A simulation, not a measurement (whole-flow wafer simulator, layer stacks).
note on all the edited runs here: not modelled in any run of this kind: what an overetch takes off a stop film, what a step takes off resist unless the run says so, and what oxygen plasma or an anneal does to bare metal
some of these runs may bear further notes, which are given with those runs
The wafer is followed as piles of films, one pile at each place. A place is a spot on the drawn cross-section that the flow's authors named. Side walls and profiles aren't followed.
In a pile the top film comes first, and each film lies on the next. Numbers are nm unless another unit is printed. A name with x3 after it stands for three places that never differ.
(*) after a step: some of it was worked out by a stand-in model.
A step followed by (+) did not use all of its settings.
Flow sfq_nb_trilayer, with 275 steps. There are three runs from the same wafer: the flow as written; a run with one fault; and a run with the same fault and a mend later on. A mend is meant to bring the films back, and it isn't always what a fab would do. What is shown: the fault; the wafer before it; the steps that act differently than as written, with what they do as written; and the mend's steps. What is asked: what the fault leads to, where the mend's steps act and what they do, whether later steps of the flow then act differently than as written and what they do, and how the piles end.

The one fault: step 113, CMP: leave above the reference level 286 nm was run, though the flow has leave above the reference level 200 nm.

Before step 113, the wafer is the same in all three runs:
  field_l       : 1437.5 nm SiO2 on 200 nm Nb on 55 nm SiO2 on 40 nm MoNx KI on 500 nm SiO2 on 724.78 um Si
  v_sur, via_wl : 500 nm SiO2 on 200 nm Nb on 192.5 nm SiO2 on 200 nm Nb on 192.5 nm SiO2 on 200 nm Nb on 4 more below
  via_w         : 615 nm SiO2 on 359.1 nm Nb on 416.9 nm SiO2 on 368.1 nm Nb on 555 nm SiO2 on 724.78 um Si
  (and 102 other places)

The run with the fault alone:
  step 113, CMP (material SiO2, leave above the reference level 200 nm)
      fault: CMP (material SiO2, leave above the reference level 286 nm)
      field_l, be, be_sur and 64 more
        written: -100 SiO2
        fault: -14 SiO2
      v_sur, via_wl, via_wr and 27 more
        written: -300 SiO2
        fault: -214 SiO2
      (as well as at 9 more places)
  Steps further on in the flow that do not act as written (4 other steps are not shown; they differ only slightly, by no more than 2% or 0.5 nm, whichever is larger):
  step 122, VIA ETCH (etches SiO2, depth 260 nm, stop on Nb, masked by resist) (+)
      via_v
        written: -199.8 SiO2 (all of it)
        fault: -260 SiO2
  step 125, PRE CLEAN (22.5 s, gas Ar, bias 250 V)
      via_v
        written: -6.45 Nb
        fault: -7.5 SiO2
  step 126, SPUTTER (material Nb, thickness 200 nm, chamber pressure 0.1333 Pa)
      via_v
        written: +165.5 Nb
        fault: +152.6 Nb (new film)
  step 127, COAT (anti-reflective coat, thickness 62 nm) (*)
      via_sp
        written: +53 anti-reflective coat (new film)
        fault: +50.1 anti-reflective coat (new film)
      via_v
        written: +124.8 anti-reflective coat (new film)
        fault: +128.6 anti-reflective coat (new film)
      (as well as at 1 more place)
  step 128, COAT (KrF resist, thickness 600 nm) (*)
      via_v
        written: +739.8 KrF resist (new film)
        fault: +797.5 KrF resist (new film)
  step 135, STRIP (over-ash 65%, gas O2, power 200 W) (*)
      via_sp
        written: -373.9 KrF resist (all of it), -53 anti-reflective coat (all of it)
        fault: -369.8 KrF resist (all of it), -50.1 anti-reflective coat (all of it)
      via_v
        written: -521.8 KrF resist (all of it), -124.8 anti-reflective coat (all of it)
        fault: -579.3 KrF resist (all of it), -128.6 anti-reflective coat (all of it)
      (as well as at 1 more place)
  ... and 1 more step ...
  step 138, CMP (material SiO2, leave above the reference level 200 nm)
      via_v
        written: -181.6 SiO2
        fault: -157.1 SiO2
  The piles end different from the flow's at field_l, v_sur, via_wl and 103 more by more than 2% or 0.5 nm, whichever is larger.
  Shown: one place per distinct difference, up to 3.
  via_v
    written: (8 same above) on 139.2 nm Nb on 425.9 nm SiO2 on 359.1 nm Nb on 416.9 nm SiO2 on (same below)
    fault: (8 same above) on 139.2 nm Nb on 500.1 nm SiO2 on 152.6 nm Nb on 18.3 nm SiO2 on 200 nm Nb on 416.9 nm SiO2 on (same below)
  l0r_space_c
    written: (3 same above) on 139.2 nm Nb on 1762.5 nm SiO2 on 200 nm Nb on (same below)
    fault: (3 same above) on 139.2 nm Nb on 1848.5 nm SiO2 on 200 nm Nb on (same below)
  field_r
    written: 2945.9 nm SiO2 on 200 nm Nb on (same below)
    fault: 3031.9 nm SiO2 on 200 nm Nb on (same below)

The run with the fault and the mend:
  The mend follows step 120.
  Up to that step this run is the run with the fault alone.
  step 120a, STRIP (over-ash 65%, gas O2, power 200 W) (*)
      field_l, v_sur, via_wl and 102 more
        -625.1 KrF resist (all of it), -62 anti-reflective coat (all of it)
      via_v
        -62 anti-reflective coat (all of it)
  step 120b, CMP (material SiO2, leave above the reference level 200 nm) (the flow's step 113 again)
      field_l, v_sur, via_wl and 103 more
        -86 SiO2
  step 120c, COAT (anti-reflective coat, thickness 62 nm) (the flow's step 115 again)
      field_l, v_sur, via_wl and 103 more
        +62 anti-reflective coat (new film)
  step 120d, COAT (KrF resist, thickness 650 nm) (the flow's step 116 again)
      field_l, v_sur, via_wl and 103 more
        +650 KrF resist (new film)
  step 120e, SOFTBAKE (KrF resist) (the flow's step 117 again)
      alters no film at any place that is followed
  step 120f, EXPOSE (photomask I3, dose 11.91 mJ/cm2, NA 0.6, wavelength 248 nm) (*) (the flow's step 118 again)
      alters no film at any place that is followed
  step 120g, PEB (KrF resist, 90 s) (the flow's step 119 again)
      field_l, v_sur, via_wl and 103 more
        -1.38 KrF resist
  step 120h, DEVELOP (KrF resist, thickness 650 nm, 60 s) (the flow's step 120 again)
      field_l, v_sur, via_wl and 102 more
        -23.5 KrF resist
      via_v
        -648.6 KrF resist (all of it)
  Later steps of the flow that are run all act as written at every place that is followed.
  At every place that both follow, the piles at the end match the flow's.
